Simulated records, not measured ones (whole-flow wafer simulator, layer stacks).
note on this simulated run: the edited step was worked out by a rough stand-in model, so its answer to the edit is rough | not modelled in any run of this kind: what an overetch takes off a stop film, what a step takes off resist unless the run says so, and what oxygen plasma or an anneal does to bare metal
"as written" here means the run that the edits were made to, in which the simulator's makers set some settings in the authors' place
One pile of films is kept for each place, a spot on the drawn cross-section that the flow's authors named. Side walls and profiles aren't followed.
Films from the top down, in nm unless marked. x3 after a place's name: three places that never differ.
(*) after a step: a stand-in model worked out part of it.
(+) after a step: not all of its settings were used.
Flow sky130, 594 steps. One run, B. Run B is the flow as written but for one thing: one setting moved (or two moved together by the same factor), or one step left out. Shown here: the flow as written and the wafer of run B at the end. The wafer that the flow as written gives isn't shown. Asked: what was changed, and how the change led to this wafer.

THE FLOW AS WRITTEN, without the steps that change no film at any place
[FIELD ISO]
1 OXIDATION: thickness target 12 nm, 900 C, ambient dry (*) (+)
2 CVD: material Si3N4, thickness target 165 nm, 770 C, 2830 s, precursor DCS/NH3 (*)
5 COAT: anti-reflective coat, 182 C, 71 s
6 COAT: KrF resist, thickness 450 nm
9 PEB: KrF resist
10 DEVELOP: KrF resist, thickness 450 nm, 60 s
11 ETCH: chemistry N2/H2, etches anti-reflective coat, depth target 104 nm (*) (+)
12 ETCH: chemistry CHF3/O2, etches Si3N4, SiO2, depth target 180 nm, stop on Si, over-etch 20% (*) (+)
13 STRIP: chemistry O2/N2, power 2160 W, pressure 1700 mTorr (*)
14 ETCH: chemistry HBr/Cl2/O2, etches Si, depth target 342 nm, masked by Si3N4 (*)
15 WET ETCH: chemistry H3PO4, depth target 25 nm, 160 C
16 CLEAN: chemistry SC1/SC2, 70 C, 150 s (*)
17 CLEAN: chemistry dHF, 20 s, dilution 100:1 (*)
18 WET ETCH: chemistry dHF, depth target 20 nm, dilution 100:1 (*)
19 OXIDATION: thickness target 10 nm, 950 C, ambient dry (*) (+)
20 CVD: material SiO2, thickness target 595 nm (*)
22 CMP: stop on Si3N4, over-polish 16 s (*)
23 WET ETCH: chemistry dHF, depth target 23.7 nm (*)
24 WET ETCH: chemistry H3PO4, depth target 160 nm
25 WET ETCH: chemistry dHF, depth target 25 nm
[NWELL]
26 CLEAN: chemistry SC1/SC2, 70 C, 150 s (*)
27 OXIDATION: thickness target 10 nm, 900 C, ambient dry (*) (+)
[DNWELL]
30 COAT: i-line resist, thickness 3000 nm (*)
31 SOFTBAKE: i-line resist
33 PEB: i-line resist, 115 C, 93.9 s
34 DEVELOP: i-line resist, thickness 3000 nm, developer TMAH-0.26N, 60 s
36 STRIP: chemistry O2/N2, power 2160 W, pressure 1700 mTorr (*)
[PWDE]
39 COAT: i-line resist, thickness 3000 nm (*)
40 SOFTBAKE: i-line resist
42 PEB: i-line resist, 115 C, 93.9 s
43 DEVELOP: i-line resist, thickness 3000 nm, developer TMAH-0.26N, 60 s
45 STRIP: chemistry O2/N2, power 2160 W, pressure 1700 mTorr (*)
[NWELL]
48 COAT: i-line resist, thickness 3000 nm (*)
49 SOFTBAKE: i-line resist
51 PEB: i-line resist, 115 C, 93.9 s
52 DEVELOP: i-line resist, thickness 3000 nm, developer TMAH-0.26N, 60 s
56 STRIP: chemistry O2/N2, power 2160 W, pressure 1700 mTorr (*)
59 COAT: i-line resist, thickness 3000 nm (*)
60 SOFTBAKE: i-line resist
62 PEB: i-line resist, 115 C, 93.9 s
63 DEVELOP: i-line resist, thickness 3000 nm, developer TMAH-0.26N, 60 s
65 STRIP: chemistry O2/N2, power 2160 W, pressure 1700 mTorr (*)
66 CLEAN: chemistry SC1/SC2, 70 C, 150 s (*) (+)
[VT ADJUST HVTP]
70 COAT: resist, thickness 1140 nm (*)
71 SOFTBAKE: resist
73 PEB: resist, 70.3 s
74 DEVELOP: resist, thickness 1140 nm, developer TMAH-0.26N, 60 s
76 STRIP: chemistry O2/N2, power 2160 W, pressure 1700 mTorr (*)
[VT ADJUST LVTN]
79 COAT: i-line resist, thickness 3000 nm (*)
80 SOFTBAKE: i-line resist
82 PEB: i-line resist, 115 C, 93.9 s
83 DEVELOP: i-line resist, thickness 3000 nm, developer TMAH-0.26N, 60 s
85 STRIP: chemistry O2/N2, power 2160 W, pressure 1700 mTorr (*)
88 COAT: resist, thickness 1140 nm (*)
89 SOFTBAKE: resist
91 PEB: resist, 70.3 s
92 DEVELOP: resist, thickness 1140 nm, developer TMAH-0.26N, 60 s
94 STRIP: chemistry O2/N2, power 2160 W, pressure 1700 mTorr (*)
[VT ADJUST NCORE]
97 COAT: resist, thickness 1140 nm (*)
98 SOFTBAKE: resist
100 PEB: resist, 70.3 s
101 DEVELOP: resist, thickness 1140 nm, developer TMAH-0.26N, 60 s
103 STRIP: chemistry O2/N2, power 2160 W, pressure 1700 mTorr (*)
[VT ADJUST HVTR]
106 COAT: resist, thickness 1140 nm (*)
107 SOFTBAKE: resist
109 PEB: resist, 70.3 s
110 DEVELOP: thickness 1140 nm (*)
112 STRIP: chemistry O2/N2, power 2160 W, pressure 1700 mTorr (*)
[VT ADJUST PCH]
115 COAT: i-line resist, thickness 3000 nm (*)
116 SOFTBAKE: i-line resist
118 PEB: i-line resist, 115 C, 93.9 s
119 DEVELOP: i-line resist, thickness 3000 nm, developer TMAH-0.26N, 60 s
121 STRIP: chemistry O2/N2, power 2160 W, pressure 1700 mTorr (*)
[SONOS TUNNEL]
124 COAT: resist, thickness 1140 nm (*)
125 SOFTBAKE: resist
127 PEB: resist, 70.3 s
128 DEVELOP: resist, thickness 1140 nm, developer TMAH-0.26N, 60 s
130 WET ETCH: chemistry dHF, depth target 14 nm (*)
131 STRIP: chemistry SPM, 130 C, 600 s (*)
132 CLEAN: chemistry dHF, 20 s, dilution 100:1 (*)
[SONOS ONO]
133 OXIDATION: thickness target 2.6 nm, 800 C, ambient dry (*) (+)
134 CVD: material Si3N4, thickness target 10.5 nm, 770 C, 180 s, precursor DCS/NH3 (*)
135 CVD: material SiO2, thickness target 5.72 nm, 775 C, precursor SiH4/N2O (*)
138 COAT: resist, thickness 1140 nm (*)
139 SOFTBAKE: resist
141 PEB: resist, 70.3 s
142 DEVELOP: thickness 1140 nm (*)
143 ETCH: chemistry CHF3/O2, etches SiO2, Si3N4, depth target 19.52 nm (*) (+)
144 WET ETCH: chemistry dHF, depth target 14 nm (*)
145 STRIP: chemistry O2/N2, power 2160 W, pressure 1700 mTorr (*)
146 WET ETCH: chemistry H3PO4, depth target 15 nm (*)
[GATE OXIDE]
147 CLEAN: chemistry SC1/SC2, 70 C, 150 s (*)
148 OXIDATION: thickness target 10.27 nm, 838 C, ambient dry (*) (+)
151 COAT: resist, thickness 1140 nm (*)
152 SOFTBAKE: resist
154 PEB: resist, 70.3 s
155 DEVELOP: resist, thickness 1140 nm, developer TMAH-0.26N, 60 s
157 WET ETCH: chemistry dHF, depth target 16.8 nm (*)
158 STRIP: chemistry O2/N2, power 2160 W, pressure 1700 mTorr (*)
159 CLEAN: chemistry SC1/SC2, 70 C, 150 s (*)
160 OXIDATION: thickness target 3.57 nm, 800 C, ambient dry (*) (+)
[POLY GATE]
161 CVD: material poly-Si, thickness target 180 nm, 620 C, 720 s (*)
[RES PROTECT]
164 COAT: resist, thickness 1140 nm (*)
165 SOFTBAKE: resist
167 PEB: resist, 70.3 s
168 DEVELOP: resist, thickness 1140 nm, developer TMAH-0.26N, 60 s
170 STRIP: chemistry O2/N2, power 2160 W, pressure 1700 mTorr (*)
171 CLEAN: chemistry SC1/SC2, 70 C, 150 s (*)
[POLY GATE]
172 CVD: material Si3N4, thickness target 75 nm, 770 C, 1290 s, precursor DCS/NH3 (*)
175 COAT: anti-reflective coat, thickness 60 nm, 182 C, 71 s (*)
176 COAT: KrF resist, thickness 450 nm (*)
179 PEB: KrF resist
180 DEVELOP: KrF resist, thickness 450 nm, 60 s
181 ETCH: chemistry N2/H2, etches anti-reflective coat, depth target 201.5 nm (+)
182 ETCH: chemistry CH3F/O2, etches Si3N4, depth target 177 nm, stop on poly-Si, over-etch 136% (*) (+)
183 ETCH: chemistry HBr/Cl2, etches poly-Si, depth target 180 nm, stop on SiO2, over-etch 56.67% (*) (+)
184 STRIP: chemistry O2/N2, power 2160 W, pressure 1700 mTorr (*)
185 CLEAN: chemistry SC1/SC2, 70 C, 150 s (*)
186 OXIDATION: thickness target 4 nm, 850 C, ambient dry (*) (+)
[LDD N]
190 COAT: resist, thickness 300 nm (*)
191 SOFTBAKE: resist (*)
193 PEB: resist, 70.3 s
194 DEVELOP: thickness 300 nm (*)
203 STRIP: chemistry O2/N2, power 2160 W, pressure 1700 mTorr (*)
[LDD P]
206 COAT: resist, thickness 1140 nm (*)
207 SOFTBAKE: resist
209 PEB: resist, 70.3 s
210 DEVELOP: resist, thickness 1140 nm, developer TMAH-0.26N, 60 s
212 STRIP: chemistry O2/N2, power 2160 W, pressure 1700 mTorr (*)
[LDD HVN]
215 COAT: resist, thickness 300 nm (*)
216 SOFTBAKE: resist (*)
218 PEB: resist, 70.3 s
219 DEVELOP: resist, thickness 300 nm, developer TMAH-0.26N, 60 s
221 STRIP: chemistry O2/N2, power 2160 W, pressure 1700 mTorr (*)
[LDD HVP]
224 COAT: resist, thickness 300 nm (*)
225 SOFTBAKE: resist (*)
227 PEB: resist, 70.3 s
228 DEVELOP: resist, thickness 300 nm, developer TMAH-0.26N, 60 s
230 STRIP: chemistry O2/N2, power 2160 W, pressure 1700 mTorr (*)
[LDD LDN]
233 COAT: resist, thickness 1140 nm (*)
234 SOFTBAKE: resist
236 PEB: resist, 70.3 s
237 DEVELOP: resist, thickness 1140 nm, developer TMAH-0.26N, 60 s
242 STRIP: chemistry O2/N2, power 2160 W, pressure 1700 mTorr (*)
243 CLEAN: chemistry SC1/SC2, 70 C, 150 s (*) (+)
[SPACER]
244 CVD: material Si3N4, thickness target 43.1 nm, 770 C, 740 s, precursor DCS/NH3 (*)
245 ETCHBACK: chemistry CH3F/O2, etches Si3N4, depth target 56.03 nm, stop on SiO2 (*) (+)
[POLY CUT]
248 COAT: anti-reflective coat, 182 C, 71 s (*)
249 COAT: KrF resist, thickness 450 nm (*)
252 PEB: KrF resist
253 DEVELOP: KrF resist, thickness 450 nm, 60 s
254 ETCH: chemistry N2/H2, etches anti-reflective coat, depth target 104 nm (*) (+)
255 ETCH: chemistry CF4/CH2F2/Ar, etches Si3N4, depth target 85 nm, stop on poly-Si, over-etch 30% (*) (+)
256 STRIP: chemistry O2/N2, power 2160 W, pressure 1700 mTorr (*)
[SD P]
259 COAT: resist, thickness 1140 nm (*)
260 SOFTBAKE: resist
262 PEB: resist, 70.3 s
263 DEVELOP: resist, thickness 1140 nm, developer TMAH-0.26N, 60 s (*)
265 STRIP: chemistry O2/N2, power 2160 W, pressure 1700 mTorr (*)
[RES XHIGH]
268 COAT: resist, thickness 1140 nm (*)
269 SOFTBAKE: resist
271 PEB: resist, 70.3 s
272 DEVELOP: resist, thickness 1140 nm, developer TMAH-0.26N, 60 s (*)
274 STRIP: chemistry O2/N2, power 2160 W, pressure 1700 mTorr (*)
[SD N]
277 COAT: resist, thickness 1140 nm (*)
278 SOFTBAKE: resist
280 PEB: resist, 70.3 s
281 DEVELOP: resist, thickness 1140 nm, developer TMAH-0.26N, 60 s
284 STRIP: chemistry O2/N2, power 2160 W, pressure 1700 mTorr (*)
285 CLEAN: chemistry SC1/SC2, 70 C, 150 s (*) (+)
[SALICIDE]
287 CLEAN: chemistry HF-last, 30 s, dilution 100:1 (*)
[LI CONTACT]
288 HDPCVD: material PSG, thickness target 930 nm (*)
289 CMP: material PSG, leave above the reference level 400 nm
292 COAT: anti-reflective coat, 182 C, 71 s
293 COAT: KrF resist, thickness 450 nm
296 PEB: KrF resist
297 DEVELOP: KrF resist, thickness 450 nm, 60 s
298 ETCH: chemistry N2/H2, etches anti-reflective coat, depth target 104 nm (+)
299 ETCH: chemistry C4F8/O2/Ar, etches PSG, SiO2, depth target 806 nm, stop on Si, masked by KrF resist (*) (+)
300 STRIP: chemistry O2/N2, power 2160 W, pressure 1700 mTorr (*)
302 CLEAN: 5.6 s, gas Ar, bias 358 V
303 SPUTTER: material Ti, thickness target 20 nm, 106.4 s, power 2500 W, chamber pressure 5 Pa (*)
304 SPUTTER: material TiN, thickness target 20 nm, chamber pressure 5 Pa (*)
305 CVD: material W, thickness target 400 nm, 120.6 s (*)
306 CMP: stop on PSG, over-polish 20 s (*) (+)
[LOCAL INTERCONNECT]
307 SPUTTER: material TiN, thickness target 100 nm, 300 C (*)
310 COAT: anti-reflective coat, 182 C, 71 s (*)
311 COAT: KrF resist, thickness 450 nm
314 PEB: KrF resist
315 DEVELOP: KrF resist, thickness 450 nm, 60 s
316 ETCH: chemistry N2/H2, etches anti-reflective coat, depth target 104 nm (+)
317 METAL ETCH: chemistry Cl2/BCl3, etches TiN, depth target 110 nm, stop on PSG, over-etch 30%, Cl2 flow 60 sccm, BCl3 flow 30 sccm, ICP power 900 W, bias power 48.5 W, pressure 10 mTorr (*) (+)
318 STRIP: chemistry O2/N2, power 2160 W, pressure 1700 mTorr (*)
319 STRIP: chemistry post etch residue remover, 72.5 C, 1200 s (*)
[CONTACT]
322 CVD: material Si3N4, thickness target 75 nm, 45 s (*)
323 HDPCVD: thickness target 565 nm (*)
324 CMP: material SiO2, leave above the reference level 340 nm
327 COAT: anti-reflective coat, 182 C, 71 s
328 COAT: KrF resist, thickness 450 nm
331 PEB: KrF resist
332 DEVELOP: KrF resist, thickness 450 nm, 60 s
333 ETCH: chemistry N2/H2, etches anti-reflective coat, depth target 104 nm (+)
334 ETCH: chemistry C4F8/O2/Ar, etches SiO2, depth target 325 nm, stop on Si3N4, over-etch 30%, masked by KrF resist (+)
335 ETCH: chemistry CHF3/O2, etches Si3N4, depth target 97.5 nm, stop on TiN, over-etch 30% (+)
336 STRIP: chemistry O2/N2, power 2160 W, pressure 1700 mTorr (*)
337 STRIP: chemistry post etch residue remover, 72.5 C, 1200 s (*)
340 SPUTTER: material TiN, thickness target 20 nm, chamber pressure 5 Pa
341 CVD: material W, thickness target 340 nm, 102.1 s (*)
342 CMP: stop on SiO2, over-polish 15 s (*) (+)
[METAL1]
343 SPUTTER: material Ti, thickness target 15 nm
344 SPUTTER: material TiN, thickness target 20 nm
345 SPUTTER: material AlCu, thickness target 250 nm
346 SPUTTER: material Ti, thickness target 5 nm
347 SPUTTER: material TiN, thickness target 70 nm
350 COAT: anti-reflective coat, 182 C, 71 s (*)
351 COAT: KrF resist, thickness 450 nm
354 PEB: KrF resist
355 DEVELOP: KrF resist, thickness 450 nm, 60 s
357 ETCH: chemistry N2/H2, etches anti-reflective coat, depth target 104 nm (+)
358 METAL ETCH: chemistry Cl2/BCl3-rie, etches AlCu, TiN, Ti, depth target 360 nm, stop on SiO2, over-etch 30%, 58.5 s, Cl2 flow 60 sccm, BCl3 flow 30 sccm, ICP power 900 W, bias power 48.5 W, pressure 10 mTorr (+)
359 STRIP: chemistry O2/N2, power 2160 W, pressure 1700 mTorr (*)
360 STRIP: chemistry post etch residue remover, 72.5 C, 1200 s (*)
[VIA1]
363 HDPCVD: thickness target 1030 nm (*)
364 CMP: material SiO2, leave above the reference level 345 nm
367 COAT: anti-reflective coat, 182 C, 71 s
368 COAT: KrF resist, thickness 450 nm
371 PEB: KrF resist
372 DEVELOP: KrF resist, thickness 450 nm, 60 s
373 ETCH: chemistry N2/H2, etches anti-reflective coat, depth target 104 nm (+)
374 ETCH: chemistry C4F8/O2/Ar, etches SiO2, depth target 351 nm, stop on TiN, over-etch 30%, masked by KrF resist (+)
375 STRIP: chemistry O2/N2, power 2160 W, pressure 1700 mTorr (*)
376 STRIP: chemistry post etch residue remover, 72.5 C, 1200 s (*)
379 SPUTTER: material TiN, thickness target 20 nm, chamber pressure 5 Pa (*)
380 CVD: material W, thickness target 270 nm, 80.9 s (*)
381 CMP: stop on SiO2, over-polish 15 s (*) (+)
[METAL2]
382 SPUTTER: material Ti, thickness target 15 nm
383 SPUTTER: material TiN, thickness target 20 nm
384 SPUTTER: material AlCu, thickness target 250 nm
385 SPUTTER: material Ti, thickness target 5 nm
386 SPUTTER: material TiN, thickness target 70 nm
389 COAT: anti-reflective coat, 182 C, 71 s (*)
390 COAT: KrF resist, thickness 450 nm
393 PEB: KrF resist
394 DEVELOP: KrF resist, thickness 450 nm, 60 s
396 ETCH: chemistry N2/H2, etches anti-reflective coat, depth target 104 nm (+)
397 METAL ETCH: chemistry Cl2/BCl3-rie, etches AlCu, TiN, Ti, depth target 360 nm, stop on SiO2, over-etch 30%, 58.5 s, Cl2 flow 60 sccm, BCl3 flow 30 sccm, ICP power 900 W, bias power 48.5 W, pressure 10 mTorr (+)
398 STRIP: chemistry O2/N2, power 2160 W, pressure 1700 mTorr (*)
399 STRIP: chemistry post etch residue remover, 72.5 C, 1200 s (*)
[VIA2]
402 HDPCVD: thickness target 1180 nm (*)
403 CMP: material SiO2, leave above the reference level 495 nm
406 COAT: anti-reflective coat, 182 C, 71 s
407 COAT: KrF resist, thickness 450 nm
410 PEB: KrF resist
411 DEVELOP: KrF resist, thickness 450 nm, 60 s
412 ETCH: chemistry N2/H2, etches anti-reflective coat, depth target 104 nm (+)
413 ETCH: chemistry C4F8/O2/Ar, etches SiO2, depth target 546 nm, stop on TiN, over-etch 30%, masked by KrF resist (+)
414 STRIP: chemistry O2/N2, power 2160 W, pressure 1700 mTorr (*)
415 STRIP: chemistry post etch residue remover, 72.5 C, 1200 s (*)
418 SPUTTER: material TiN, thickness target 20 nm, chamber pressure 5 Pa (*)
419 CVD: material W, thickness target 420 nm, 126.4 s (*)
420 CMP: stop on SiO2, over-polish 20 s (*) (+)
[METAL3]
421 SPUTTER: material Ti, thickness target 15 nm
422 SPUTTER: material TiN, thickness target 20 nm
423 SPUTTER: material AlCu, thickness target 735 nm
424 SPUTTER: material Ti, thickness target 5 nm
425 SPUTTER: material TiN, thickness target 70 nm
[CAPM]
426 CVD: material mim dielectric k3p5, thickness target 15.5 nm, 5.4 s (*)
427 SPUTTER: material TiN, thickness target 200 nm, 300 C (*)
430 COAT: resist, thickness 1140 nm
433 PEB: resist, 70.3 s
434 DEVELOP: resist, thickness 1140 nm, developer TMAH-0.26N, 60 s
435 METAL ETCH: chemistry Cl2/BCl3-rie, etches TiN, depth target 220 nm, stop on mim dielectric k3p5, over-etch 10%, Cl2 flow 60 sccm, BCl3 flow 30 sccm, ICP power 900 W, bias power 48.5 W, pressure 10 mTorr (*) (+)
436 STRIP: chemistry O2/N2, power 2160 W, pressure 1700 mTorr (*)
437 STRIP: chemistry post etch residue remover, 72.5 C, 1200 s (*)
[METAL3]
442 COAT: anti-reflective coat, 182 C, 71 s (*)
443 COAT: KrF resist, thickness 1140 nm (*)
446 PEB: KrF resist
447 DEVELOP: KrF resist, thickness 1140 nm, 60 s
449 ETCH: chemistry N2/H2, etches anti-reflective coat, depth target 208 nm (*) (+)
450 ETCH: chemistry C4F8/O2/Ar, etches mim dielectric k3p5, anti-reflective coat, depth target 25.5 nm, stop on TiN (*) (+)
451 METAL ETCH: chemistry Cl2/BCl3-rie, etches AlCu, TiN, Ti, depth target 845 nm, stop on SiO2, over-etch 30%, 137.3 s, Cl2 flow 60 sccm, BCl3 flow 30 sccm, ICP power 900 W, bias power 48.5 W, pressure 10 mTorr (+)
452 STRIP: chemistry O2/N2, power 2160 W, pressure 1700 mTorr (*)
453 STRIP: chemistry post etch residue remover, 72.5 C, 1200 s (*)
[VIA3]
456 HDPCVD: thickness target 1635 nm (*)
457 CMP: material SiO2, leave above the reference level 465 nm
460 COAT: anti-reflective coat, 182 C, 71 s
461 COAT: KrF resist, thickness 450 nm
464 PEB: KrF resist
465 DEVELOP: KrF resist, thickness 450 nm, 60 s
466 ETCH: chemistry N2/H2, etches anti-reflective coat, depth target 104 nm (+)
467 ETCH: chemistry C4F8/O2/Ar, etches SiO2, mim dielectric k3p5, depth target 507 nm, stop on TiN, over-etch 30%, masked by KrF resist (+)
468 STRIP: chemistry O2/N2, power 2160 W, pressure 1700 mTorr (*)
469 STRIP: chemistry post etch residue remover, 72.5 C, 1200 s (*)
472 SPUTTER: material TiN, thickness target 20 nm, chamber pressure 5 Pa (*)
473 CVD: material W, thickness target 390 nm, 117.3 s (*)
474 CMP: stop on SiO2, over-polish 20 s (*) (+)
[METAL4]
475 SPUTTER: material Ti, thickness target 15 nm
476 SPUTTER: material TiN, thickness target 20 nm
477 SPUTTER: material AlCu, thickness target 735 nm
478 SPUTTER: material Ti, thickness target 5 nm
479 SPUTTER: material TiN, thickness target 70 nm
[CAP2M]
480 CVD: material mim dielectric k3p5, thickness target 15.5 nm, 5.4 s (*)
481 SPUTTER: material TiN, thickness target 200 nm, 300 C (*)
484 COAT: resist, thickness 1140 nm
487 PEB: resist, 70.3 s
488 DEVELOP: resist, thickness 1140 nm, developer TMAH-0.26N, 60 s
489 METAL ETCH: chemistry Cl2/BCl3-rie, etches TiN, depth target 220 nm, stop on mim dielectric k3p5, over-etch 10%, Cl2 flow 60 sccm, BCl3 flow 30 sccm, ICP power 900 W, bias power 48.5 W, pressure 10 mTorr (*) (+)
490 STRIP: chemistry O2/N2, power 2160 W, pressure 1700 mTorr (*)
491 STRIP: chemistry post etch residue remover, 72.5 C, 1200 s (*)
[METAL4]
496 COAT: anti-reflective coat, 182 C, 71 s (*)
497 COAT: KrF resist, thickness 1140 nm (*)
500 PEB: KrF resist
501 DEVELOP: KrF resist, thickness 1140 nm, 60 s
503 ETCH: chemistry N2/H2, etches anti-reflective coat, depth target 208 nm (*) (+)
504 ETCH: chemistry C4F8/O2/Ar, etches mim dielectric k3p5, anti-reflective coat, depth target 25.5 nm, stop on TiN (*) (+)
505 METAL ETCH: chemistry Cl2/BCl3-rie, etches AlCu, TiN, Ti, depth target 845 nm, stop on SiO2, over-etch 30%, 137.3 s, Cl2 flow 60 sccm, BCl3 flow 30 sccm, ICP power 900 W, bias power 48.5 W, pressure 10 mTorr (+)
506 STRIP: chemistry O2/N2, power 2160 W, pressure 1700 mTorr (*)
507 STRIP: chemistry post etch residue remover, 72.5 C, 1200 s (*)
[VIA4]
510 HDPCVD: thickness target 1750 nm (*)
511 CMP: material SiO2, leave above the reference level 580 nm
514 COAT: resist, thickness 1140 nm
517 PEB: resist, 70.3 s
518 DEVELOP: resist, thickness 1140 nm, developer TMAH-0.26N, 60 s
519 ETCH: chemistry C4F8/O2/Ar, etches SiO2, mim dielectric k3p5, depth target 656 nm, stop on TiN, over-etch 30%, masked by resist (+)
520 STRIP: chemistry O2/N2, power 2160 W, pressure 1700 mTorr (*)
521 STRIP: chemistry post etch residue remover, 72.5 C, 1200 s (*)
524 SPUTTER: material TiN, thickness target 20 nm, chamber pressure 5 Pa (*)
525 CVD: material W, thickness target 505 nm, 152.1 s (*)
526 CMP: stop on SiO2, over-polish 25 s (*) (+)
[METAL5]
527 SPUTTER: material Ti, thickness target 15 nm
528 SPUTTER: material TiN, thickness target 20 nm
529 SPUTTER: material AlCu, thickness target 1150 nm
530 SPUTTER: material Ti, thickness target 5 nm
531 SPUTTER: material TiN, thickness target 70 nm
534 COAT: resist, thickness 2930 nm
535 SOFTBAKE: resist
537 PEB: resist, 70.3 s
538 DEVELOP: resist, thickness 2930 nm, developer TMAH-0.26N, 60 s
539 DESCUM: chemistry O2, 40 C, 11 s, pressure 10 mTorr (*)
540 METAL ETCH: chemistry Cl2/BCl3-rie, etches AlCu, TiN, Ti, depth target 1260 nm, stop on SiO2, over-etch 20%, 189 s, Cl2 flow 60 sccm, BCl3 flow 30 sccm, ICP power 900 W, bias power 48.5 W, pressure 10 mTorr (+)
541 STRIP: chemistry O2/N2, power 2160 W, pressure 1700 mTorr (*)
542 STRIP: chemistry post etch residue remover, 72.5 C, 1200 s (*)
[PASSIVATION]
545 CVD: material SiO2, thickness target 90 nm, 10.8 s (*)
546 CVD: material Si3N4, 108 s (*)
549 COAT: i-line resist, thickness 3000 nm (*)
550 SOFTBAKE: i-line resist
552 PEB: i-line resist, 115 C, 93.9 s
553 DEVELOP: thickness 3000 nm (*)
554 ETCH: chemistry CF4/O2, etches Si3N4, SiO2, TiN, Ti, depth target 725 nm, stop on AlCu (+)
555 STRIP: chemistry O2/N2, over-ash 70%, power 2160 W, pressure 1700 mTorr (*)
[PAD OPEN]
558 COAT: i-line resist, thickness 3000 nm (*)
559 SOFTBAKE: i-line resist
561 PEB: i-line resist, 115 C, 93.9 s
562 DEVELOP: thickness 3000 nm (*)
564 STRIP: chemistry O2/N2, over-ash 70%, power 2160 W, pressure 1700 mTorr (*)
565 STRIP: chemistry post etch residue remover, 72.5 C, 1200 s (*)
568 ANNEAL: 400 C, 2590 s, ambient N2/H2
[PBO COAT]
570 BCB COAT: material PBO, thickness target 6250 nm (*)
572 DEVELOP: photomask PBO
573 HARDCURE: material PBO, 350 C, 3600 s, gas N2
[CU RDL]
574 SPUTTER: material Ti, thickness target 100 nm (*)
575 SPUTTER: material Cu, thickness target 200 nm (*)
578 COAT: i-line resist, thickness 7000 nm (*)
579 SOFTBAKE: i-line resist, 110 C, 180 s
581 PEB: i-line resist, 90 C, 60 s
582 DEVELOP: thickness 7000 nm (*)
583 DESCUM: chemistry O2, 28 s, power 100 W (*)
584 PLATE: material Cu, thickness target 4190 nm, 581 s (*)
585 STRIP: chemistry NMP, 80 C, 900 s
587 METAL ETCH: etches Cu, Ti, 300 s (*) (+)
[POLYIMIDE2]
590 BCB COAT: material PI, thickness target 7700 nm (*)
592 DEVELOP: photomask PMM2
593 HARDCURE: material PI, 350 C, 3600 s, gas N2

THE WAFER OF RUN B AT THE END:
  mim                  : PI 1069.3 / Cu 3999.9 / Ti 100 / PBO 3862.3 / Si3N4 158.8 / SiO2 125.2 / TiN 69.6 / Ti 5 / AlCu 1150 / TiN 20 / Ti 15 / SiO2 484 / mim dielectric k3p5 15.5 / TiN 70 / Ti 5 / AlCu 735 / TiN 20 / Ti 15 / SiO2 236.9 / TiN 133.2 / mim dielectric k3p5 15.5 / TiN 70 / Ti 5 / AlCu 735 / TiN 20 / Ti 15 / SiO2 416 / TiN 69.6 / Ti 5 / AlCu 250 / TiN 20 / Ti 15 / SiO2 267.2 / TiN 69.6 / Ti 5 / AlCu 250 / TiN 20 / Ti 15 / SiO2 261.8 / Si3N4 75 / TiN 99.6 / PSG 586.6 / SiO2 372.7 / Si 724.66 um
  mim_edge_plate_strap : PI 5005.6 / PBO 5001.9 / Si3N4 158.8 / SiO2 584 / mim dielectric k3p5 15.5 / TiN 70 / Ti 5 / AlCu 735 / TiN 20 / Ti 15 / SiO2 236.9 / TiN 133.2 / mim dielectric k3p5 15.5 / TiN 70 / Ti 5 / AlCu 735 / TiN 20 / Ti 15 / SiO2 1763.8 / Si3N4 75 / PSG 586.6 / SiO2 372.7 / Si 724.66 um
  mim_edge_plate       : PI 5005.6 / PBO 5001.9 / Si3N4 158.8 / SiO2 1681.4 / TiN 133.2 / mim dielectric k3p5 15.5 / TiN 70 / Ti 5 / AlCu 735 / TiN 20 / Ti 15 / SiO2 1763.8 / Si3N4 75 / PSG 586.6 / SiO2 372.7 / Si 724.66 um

The cause: step 427, SPUTTER: thickness target 134 nm was run, where the flow has thickness target 200 nm.

How the change led to this, step by step:
  427 SPUTTER: material TiN, thickness target 200 nm, 300 C (*)
      field, active, n_well and 188 more: TiN +134 (new film) (as written it would be: TiN +200 (new film))
  435 METAL ETCH: chemistry Cl2/BCl3-rie, etches TiN, depth target 220 nm, stop on mim dielectric k3p5, over-etch 10%, Cl2 flow 60 sccm, BCl3 flow 30 sccm, ICP power 900 W, bias power 48.5 W, pressure 10 mTorr (*) (+)
      field, active, n_well and 185 more: TiN -134 (all of it) (as written it would be: TiN -200 (all of it))
      mim, mim_edge_plate_strap, mim_edge_plate: resist -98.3 (as written it would be: resist -146.7)
  436 STRIP: chemistry O2/N2, power 2160 W, pressure 1700 mTorr (*)
      mim, mim_edge_plate_strap, mim_edge_plate: resist -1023 (all of it) (as written it would be: resist -974.6 (all of it))
  442 COAT: anti-reflective coat, 182 C, 71 s (*)
      poly_licon, rpo_hd_licon: anti-reflective coat +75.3 (new film) (as written it would be: anti-reflective coat +57.6 (new film))
      mim: anti-reflective coat +29.7 (new film) (as written it would be: anti-reflective coat +40.4 (new film))
      (and at 6 more places)
  443 COAT: KrF resist, thickness 1140 nm (*)
      mim_edge_plate_strap, mim_edge_plate: KrF resist +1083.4 (new film) (as written it would be: KrF resist +1017.4 (new film))
      mim: KrF resist +1082.3 (new film) (as written it would be: KrF resist +1025.5 (new film))
      (and at 1 more place)
  449 ETCH: chemistry N2/H2, etches anti-reflective coat, depth target 208 nm (*) (+)
      poly_licon, rpo_hd_licon: anti-reflective coat -75.3 (all of it) (as written it would be: anti-reflective coat -57.6 (all of it))
      rpo_hd: anti-reflective coat -72.7 (all of it) (as written it would be: anti-reflective coat -62 (all of it))
      (and at 2 more places)
  452 STRIP: chemistry O2/N2, power 2160 W, pressure 1700 mTorr (*)
      mim_edge_plate_strap, mim_edge_plate: KrF resist -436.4 (all of it), anti-reflective coat -3 (all of it) (as written it would be: KrF resist -370.5 (all of it), anti-reflective coat -3 (all of it))
      mim: KrF resist -435.3 (all of it), anti-reflective coat -29.7 (all of it) (as written it would be: KrF resist -378.7 (all of it), anti-reflective coat -40.4 (all of it))
      (and at 3 more places)
  457 CMP: material SiO2, leave above the reference level 465 nm
      mim, mim_edge_plate_strap, mim_edge_plate: SiO2 -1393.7 (as written it would be: SiO2 -1459.7)
